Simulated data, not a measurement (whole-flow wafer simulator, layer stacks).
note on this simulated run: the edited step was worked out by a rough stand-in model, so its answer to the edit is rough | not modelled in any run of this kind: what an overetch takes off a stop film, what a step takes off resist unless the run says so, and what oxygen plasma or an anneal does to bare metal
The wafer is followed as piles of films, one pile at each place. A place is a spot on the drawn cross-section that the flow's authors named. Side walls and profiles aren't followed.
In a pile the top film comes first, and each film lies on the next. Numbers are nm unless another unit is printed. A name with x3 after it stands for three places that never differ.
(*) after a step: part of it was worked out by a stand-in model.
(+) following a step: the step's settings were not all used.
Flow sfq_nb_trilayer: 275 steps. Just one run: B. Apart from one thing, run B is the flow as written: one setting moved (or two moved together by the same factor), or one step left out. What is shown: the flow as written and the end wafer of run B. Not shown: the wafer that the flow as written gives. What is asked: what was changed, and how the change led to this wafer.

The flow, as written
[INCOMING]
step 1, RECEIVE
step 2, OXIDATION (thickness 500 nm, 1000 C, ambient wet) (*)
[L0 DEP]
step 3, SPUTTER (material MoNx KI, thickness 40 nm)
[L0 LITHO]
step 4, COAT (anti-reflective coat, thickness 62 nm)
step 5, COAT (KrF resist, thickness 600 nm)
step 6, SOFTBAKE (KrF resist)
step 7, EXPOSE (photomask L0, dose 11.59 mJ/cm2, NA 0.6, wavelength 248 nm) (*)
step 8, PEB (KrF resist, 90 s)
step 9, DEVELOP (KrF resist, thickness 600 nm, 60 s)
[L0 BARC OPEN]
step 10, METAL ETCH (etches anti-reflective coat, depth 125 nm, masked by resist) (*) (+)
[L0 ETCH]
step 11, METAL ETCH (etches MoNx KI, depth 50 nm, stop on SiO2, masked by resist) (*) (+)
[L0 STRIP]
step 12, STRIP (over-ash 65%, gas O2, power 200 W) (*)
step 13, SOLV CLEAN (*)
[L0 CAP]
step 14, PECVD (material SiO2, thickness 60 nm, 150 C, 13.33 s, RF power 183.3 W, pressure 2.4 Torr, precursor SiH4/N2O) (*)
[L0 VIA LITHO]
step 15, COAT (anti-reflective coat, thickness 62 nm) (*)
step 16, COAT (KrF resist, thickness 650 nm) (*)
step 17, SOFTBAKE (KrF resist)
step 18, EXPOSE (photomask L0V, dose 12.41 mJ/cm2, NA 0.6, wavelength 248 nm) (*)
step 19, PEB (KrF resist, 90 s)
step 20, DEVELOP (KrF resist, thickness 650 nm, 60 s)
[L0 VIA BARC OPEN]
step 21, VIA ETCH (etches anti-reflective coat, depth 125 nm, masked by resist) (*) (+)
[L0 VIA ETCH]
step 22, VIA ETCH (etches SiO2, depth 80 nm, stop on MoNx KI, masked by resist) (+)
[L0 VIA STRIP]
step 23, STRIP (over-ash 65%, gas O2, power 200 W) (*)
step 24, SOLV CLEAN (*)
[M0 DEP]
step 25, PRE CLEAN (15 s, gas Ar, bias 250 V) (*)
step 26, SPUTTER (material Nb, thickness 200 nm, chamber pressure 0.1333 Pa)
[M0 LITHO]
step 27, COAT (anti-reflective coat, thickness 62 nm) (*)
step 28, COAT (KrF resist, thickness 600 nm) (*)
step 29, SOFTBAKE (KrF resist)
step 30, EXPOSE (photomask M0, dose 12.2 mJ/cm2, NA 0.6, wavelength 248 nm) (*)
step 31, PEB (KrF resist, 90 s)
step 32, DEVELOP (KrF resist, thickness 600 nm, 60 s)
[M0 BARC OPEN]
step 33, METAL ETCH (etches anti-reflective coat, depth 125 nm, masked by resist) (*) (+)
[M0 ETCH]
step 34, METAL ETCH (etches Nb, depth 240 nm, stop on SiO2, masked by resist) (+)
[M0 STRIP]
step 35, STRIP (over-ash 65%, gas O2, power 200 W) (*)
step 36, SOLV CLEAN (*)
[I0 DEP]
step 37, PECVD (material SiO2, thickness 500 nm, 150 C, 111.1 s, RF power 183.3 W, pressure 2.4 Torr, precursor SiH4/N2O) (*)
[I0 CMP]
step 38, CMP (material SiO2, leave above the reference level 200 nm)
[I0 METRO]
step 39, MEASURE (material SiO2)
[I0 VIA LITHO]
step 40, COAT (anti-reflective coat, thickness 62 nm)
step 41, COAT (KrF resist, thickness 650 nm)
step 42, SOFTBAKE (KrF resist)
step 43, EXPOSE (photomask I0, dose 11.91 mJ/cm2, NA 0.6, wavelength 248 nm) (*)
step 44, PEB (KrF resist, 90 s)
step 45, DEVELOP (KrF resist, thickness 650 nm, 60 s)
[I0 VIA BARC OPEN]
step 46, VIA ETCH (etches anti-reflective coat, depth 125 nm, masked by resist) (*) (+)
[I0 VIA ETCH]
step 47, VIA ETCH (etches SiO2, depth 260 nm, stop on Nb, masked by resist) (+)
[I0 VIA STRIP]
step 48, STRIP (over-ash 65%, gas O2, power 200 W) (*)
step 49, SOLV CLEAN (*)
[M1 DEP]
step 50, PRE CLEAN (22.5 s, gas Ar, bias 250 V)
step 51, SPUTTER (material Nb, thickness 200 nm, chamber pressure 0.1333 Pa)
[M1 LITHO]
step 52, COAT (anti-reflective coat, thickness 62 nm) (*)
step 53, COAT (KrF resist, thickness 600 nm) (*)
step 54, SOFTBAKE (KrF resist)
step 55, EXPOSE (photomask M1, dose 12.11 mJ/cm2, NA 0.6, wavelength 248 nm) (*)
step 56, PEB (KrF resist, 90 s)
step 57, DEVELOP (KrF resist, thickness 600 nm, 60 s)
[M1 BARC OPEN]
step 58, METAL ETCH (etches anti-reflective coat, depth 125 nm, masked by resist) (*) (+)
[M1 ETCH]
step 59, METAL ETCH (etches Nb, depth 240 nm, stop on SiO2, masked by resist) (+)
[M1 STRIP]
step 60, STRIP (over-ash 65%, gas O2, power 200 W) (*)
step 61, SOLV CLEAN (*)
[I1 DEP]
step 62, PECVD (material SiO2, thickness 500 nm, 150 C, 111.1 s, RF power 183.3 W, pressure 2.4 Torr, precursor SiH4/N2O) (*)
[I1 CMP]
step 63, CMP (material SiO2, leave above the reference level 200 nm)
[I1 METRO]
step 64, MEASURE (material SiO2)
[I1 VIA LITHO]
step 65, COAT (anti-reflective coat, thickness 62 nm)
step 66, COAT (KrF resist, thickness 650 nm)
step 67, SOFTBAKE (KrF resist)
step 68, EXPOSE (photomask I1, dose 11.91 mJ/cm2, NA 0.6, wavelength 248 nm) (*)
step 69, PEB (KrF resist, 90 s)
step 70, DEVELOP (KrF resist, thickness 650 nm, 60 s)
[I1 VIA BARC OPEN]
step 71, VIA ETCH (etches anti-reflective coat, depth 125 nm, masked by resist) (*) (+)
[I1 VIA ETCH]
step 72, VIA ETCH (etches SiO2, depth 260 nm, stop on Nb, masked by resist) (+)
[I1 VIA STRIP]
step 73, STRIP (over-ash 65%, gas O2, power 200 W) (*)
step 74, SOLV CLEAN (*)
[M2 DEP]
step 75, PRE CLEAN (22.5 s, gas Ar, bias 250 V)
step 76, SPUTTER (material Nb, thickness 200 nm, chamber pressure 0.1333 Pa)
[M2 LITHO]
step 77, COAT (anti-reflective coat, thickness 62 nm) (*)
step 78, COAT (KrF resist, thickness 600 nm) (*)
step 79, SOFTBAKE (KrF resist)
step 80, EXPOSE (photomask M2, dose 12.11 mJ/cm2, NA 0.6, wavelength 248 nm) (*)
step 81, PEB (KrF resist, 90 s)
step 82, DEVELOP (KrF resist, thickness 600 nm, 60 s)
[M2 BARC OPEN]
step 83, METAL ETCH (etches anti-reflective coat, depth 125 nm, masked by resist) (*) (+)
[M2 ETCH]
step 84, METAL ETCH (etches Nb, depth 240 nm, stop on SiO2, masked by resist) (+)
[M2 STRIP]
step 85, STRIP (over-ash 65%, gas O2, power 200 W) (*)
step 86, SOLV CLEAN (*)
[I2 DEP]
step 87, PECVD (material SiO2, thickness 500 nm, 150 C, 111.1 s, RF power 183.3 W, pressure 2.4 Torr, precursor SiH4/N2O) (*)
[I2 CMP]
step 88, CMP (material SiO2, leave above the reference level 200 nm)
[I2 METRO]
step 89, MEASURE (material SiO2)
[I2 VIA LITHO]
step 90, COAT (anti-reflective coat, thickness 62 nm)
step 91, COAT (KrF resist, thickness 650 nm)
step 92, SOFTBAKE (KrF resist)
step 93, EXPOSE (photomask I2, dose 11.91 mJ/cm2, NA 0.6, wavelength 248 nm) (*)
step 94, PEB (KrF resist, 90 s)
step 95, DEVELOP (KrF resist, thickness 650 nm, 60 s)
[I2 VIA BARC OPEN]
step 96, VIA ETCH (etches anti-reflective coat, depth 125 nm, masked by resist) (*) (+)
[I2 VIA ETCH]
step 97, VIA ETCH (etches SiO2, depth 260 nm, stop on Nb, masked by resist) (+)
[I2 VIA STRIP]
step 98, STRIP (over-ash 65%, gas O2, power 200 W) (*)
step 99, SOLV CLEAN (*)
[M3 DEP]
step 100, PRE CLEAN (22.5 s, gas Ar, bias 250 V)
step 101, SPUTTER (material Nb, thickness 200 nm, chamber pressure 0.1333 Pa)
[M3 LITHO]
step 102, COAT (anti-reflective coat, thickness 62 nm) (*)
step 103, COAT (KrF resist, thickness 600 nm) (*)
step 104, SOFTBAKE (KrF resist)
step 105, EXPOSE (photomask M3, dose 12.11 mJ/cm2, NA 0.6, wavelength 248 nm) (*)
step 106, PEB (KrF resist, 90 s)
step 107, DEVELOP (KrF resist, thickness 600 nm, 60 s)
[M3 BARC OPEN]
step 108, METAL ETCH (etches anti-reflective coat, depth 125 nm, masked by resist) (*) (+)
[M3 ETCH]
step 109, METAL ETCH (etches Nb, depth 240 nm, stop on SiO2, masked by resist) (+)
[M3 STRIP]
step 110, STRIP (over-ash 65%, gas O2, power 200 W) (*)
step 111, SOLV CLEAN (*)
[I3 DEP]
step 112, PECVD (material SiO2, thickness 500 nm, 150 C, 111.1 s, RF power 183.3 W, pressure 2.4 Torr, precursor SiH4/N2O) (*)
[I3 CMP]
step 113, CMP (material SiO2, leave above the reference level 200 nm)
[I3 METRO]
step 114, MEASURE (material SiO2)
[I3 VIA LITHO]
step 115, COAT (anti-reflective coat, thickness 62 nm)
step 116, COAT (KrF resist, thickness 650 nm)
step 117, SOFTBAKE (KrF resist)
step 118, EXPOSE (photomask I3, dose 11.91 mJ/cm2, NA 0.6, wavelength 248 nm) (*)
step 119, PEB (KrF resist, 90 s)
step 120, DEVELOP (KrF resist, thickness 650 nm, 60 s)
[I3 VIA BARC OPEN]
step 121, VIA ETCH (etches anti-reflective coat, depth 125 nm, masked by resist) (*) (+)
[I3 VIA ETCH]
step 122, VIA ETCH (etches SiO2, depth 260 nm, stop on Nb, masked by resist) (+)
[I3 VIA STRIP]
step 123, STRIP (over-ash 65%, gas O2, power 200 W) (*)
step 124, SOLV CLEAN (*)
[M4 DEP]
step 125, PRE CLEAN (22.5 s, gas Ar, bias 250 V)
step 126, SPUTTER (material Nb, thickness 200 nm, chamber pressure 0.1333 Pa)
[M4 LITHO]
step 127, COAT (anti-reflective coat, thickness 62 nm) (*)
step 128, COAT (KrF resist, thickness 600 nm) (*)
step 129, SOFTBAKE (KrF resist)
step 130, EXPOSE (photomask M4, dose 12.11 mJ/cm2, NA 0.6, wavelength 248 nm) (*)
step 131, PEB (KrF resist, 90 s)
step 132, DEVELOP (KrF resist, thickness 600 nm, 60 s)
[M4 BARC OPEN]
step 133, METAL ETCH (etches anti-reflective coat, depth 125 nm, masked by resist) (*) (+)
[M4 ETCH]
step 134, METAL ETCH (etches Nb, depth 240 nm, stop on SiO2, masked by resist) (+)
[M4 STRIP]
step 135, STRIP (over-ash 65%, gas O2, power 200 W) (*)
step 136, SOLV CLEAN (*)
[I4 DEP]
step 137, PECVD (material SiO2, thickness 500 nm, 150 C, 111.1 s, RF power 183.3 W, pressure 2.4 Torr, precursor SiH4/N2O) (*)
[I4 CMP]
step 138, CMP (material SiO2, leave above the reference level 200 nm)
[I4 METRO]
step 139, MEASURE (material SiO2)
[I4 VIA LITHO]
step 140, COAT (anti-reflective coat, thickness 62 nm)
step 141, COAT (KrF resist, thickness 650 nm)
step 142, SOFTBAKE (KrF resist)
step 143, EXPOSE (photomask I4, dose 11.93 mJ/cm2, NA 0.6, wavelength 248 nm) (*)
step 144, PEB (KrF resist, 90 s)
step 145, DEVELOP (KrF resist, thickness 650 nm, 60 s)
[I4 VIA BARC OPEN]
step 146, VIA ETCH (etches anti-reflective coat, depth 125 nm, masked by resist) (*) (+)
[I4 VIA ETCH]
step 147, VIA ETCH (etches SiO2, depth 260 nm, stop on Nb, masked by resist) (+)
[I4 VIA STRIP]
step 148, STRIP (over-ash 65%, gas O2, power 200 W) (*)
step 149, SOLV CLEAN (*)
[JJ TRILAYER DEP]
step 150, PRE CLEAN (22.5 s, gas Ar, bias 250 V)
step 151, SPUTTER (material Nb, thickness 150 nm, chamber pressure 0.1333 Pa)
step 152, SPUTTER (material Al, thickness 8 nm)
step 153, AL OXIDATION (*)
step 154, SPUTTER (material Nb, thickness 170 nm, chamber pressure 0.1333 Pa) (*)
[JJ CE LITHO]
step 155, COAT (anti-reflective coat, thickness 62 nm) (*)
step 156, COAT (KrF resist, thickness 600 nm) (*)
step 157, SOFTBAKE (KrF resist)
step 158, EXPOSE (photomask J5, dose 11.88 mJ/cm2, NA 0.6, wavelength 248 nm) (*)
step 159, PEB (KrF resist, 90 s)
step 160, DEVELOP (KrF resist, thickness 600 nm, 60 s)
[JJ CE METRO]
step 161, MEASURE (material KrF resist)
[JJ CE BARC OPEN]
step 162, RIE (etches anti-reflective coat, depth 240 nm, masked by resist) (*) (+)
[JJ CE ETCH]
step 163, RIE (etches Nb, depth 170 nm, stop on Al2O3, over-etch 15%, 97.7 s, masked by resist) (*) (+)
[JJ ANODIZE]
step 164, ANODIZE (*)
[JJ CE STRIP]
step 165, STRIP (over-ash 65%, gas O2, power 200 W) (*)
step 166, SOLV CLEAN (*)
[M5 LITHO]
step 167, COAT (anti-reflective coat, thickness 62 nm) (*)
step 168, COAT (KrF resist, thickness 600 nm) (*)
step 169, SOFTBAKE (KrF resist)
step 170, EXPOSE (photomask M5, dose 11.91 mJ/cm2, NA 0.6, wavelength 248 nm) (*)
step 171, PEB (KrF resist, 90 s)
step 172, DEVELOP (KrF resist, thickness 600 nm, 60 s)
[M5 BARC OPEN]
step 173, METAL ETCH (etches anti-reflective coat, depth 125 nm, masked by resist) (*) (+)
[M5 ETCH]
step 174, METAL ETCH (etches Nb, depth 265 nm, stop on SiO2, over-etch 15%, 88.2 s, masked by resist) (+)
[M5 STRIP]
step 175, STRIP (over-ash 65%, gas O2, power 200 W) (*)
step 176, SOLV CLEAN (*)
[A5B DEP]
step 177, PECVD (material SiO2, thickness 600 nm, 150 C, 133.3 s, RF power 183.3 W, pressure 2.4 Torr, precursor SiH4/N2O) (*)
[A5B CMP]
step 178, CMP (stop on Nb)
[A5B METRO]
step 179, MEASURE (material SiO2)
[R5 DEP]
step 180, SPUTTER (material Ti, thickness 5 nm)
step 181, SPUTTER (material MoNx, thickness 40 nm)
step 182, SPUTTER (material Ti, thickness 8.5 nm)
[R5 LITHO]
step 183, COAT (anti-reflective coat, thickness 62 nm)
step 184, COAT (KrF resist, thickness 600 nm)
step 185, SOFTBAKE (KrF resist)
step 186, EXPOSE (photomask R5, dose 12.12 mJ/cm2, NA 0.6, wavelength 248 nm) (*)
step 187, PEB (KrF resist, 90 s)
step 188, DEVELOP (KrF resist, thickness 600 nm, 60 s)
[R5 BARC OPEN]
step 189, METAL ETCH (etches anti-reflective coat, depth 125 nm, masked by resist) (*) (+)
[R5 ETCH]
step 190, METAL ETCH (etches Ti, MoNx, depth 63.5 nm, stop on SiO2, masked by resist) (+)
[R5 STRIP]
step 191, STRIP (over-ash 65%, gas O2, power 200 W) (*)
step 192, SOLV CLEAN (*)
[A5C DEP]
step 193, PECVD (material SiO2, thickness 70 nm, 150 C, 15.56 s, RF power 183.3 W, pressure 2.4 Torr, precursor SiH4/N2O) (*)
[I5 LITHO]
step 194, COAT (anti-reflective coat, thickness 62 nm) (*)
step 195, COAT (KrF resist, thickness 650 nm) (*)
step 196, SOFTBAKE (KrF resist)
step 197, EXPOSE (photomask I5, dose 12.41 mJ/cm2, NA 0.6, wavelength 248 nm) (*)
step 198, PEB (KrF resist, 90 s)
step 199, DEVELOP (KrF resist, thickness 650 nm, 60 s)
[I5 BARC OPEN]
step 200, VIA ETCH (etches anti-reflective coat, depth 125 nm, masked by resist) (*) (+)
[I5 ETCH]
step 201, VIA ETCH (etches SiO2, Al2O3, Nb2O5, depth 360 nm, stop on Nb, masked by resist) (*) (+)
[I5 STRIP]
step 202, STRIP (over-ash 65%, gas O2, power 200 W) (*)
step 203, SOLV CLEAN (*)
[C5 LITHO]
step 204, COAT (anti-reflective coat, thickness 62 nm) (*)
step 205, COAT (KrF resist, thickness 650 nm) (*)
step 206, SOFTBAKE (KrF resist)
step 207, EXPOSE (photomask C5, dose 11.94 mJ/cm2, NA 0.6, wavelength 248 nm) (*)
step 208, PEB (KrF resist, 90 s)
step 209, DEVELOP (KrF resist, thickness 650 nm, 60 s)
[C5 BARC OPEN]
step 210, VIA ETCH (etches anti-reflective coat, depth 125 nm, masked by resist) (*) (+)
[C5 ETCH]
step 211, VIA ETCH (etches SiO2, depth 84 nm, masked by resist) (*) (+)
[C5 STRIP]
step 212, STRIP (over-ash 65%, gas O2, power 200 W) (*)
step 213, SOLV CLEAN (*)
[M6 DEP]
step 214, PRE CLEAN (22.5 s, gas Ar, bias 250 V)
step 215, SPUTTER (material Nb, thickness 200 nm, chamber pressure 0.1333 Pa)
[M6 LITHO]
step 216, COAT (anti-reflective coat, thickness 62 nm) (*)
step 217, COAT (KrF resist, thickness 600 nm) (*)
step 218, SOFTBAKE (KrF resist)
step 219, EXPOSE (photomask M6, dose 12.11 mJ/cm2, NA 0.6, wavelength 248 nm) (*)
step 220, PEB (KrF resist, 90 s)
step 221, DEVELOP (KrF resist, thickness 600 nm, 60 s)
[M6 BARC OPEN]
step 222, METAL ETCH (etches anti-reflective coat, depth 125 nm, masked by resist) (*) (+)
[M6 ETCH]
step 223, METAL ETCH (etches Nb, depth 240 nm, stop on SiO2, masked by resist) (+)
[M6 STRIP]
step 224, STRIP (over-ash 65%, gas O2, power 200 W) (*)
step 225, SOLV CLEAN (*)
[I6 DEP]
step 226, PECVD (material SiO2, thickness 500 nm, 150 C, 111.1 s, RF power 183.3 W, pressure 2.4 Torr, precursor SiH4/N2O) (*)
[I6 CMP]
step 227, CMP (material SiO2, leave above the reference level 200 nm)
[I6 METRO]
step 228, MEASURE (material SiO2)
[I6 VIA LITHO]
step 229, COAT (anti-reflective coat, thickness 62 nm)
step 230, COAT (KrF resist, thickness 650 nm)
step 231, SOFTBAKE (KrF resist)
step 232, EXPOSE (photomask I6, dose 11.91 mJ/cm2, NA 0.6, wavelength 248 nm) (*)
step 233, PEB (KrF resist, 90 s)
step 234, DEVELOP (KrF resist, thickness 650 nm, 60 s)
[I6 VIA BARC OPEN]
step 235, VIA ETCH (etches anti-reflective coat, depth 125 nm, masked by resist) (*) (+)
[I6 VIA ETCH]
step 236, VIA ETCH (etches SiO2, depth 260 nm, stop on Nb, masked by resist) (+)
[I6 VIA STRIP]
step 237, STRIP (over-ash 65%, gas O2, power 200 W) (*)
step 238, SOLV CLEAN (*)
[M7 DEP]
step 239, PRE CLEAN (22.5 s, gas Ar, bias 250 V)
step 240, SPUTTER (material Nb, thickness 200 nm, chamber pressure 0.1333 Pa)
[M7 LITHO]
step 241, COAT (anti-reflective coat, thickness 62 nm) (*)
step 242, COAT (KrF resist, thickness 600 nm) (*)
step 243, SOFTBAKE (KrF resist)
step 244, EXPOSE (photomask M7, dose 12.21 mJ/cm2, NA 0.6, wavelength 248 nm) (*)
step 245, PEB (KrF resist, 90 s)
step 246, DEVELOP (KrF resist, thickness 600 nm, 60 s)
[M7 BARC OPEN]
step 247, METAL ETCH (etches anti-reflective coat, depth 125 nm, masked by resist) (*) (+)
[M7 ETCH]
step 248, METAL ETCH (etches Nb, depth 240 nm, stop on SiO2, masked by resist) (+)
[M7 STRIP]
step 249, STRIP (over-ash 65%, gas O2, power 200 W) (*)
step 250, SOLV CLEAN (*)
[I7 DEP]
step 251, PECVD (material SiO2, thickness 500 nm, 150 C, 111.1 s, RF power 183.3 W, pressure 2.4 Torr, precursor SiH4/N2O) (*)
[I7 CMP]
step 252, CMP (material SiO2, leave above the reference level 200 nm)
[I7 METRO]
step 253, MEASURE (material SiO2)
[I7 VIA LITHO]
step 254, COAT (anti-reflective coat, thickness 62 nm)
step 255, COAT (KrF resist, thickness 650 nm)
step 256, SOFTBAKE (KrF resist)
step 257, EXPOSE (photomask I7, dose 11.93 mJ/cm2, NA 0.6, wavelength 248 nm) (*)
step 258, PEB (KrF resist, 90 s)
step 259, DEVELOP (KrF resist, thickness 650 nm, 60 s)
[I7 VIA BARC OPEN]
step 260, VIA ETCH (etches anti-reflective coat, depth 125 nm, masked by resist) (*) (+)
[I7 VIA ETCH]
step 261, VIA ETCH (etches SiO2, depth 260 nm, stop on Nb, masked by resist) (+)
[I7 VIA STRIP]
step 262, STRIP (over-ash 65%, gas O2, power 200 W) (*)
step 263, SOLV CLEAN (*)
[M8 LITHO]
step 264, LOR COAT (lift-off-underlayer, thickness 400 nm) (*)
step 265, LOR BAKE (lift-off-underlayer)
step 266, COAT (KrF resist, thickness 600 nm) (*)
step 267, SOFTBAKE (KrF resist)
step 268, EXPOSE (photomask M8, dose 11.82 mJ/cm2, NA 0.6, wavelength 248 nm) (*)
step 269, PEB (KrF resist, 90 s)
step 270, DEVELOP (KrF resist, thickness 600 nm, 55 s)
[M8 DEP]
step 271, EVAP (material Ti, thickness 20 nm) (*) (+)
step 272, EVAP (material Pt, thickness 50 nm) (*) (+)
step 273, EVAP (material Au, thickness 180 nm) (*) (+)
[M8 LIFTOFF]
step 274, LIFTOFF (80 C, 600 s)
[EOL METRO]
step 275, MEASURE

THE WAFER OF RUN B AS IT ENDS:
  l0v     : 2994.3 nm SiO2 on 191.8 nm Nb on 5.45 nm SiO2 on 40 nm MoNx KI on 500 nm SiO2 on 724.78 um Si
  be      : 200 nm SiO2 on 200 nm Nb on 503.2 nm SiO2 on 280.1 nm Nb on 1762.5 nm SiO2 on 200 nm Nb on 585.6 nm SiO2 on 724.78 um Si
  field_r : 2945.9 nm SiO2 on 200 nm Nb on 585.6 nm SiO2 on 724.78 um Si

Cause: step 14, PECVD: thickness 90.6 nm was run, though the flow has thickness 60 nm; step 14, PECVD: 20.13 s was run, where the flow has 13.33 s.

The path from the change to this, step by step:
  step 14, PECVD (material SiO2, thickness 60 nm, 150 C, 13.33 s, RF power 183.3 W, pressure 2.4 Torr, precursor SiH4/N2O) (*)
      v_sur, via_wl, via_w and 97 more: +90.6 SiO2 (in the flow as written it would be: +60 SiO2)
      field_l, l0_sur, l0v, l0r_line_l, l0r_line_c, l0r_line_r: +90.6 SiO2 (new film) (in the flow as written it would be: +60 SiO2 (new film))
  step 22, VIA ETCH (etches SiO2, depth 80 nm, stop on MoNx KI, masked by resist) (+)
      l0v: -80 SiO2 (in the flow as written it would be: -59.8 SiO2 (all of it))
  step 25, PRE CLEAN (15 s, gas Ar, bias 250 V) (*)
      l0v: -5 SiO2 (in the flow as written it would be: -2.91 MoNx KI)
  step 27, COAT (anti-reflective coat, thickness 62 nm) (*)
      l0_sur: +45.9 anti-reflective coat (new film) (in the flow as written it would be: +47.5 anti-reflective coat (new film))
      l0v: +83.5 anti-reflective coat (new film) (in the flow as written it would be: +78 anti-reflective coat (new film))
  step 28, COAT (KrF resist, thickness 600 nm) (*)
      l0v: +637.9 KrF resist (new film) (in the flow as written it would be: +622.9 KrF resist (new film))
  step 35, STRIP (over-ash 65%, gas O2, power 200 W) (*)
      l0_sur: -369.5 KrF resist (all of it), -45.9 anti-reflective coat (all of it) (in the flow as written it would be: -372 KrF resist (all of it), -47.5 anti-reflective coat (all of it))
      l0v: -420.2 KrF resist (all of it), -83.5 anti-reflective coat (all of it) (in the flow as written it would be: -405.3 KrF resist (all of it), -78 anti-reflective coat (all of it))
  step 38, CMP (material SiO2, leave above the reference level 200 nm)
      l0v: -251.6 SiO2 (in the flow as written it would be: -277.8 SiO2)
With metal films that touch counted as one body, l0v has 2 bodies (between them, from the top down: SiO2 5.45); the flow as written gives 1 body.
